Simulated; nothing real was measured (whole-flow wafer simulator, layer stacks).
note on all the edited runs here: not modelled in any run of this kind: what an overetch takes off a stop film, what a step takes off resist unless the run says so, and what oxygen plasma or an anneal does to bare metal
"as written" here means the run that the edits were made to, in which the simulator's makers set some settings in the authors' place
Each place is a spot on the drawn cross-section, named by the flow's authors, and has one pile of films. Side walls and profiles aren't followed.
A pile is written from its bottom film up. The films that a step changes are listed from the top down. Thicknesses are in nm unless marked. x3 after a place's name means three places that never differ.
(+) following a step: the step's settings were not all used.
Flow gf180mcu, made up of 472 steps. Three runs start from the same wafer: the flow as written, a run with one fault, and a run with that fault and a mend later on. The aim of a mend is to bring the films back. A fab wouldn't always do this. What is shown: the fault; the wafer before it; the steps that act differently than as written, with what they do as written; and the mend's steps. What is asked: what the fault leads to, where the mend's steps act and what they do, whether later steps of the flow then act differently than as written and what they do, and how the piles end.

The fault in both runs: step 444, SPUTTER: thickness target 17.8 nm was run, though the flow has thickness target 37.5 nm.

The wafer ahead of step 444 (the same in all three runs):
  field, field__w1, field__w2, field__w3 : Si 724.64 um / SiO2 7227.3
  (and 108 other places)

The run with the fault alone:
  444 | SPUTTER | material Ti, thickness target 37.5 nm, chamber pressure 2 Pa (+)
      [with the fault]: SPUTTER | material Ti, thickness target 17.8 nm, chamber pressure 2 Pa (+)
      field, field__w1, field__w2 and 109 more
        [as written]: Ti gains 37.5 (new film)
        [with the fault]: Ti gains 17.8 (new film)
  Steps further on in the flow that do not act as written (4 other steps are not shown; they differ only slightly, by no more than 2% or 0.5 nm, whichever is larger):
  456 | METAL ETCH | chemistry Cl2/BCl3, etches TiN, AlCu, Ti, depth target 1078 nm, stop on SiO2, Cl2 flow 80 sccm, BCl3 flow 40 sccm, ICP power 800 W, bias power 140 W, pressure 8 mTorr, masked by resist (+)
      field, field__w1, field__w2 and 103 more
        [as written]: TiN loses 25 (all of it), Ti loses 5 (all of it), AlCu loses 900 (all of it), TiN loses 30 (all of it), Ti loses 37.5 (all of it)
        [with the fault]: TiN loses 25 (all of it), Ti loses 5 (all of it), AlCu loses 900 (all of it), TiN loses 30 (all of it), Ti loses 17.8 (all of it)
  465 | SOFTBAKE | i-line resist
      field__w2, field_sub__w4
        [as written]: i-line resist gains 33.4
        [with the fault]: i-line resist gains 32.4
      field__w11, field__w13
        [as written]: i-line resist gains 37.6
        [with the fault]: i-line resist gains 36.5
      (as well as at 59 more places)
  By the end, the piles at field__w8, contact, m1, m1__w1, pad, m1_nw depart from the flow's by more than 2% or 0.5 nm, whichever is larger.
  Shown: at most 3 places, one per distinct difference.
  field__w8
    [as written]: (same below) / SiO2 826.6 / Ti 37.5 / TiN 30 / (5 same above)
    [with the fault]: (same below) / SiO2 826.6 / Ti 17.8 / TiN 30 / (5 same above)
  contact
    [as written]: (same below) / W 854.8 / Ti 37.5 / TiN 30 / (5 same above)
    [with the fault]: (same below) / W 854.8 / Ti 17.8 / TiN 30 / (5 same above)
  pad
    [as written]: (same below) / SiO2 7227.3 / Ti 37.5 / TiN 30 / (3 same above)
    [with the fault]: (same below) / SiO2 7227.3 / Ti 17.8 / TiN 30 / (3 same above)

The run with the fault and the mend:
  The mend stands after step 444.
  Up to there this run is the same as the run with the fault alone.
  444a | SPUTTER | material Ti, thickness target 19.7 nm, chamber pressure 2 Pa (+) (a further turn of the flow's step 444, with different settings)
      field, field__w1, field__w2 and 109 more
        Ti gains 19.7
  Every later step of the flow that is run acts as written at every place that is followed.
  By the end, the piles equal the flow's at every place that both follow.
